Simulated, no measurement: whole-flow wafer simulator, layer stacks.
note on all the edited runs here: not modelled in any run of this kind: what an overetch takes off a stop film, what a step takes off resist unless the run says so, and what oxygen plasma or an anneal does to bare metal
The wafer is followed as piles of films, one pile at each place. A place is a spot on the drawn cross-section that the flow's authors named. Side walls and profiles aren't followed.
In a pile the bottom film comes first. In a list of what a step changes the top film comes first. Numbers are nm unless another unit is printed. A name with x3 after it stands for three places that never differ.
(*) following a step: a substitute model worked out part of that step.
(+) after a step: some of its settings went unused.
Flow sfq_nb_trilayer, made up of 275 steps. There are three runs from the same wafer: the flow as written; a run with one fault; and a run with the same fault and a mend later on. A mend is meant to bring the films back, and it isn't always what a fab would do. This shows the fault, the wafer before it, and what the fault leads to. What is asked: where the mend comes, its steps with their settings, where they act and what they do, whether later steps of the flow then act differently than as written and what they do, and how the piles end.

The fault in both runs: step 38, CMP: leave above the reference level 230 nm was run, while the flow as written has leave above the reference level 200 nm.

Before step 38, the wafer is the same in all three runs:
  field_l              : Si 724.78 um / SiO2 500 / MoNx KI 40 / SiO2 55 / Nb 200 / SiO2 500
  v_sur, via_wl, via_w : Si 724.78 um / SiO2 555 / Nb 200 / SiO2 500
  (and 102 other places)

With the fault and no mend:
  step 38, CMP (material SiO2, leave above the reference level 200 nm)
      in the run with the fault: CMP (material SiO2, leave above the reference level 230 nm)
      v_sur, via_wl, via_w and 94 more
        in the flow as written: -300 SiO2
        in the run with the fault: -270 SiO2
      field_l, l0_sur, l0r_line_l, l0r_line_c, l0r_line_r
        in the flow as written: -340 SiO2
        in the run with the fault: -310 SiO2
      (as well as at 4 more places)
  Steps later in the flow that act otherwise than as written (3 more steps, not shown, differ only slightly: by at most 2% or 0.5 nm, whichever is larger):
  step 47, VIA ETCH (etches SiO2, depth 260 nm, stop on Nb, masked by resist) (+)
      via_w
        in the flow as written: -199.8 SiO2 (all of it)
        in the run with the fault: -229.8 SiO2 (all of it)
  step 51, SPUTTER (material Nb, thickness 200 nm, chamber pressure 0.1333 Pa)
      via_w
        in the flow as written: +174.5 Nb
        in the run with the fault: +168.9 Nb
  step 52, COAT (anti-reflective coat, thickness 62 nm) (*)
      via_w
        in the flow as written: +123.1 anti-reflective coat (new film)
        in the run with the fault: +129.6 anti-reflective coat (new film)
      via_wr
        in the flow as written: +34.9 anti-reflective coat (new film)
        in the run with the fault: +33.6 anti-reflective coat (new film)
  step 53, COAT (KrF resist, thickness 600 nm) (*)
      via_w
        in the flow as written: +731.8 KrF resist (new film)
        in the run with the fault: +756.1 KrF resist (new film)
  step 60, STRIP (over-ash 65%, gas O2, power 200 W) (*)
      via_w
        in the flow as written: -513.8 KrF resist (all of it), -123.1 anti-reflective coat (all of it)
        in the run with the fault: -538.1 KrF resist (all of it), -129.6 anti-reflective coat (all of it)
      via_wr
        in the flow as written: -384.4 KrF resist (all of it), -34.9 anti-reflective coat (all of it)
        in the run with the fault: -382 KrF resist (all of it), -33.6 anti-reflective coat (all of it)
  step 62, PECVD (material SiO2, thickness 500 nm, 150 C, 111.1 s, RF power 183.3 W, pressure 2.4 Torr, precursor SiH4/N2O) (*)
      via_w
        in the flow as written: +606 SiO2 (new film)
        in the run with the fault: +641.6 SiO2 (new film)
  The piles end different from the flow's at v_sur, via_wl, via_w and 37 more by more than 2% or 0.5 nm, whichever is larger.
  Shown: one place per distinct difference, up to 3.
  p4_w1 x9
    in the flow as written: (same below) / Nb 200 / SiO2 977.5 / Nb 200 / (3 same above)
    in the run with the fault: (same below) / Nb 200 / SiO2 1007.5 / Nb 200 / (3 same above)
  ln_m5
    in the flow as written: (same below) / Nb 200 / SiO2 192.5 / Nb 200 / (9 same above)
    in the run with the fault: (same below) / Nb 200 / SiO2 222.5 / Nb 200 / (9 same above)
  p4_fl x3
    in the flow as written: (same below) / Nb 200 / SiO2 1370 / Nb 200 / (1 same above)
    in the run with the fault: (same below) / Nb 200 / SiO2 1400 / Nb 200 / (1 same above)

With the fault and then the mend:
  The mend follows step 45.
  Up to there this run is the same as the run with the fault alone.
  step 45a, STRIP (over-ash 65%, gas O2, power 200 W) (*)
      field_l, v_sur, via_wl and 102 more
        -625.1 KrF resist (all of it), -62 anti-reflective coat (all of it)
      via_w
        -62 anti-reflective coat (all of it)
  step 45b, CMP (material SiO2, leave above the reference level 200 nm) (a further turn of the flow's step 38)
      field_l, v_sur, via_wl and 103 more
        -30 SiO2
  step 45c, COAT (anti-reflective coat, thickness 62 nm) (a further turn of the flow's step 40)
      field_l, v_sur, via_wl and 103 more
        +62 anti-reflective coat (new film)
  step 45d, COAT (KrF resist, thickness 650 nm) (a further turn of the flow's step 41)
      field_l, v_sur, via_wl and 103 more
        +650 KrF resist (new film)
  step 45e, SOFTBAKE (KrF resist) (a further turn of the flow's step 42)
      alters no film at any place that is followed
  step 45f, EXPOSE (photomask I0, dose 11.91 mJ/cm2, NA 0.6, wavelength 248 nm) (*) (a further turn of the flow's step 43)
      alters no film at any place that is followed
  step 45g, PEB (KrF resist, 90 s) (a further turn of the flow's step 44)
      field_l, v_sur, via_wl and 103 more
        -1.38 KrF resist
  step 45h, DEVELOP (KrF resist, thickness 650 nm, 60 s) (a further turn of the flow's step 45)
      field_l, v_sur, via_wl and 102 more
        -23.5 KrF resist
      via_w
        -648.6 KrF resist (all of it)
  Later steps of the flow that are run all act as written at every place that is followed.
  At every place that both follow, the piles at the end match the flow's.
